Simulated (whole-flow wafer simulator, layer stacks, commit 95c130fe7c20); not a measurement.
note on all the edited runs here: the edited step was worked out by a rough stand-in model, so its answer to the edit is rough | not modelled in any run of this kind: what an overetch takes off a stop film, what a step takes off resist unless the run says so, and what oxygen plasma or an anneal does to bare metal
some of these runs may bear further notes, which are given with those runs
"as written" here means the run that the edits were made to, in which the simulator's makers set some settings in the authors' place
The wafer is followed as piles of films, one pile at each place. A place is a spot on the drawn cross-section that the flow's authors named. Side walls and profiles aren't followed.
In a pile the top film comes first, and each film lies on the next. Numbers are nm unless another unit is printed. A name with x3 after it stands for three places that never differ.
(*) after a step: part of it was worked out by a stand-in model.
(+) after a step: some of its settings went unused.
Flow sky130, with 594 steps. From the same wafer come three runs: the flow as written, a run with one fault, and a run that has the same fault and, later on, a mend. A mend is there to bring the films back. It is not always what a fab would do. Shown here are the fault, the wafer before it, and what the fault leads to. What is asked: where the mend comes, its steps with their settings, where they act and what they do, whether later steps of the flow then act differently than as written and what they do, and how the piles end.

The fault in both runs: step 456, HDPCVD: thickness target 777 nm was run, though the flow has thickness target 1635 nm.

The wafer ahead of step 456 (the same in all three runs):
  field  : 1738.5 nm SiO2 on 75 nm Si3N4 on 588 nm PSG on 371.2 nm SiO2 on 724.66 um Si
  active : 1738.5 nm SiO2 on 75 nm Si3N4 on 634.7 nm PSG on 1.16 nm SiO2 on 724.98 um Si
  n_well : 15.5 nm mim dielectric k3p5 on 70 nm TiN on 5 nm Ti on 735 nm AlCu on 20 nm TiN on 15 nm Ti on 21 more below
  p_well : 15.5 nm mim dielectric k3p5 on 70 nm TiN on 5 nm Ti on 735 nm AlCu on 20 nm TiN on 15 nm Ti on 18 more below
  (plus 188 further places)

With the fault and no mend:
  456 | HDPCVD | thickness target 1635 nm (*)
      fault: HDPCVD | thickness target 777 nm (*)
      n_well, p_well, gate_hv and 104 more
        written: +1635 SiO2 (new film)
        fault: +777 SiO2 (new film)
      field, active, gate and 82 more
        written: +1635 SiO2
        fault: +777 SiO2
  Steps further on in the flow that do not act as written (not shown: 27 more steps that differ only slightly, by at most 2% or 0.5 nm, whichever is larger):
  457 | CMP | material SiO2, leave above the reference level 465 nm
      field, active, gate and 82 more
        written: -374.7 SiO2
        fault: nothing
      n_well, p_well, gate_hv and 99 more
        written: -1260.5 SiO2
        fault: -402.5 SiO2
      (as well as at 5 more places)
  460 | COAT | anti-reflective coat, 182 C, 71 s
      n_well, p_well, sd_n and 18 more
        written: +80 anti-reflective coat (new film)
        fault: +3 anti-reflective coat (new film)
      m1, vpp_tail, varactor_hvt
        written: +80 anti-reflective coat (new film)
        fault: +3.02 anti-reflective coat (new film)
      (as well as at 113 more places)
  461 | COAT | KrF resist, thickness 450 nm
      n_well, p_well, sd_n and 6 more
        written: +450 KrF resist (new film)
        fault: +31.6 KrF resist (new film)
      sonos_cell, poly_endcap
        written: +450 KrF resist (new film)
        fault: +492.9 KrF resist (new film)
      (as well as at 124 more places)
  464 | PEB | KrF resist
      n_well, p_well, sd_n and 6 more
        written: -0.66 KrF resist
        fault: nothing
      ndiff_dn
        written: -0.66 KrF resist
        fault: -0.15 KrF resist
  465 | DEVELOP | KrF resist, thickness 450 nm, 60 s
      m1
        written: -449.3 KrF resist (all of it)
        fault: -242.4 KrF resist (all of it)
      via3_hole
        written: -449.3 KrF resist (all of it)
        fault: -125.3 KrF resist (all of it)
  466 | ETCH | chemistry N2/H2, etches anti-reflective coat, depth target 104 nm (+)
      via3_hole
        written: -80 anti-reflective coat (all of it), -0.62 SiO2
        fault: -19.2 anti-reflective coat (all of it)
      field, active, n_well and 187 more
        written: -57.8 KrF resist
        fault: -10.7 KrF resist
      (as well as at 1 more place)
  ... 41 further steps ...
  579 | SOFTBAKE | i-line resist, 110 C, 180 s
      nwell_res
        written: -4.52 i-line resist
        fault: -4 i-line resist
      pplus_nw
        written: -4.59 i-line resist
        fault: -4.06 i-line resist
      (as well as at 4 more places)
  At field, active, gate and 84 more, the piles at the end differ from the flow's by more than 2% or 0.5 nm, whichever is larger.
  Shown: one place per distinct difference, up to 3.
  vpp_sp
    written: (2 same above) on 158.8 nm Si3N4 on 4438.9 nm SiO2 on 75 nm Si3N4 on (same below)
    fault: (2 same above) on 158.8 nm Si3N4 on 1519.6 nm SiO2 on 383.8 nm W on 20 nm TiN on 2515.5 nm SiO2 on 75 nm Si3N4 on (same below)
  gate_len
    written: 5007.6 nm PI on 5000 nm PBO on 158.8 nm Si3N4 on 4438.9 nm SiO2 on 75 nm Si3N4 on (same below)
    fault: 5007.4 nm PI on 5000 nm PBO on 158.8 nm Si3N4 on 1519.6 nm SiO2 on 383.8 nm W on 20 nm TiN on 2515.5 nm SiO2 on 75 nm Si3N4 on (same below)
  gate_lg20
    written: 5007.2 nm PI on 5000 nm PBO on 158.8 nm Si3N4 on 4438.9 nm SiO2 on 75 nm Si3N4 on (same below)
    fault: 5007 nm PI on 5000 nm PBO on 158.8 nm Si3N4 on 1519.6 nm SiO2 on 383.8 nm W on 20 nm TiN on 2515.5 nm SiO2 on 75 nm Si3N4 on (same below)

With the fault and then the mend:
  The mend stands after step 456.
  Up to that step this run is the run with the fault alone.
  456a | HDPCVD | thickness target 858 nm (*) (the flow's step 456 again, with other settings)
      field, active, n_well and 189 more
        +858 SiO2
  Later steps of the flow that are run all act as written at every place that is followed.
  By the end, the piles equal the flow's at every place that both follow.
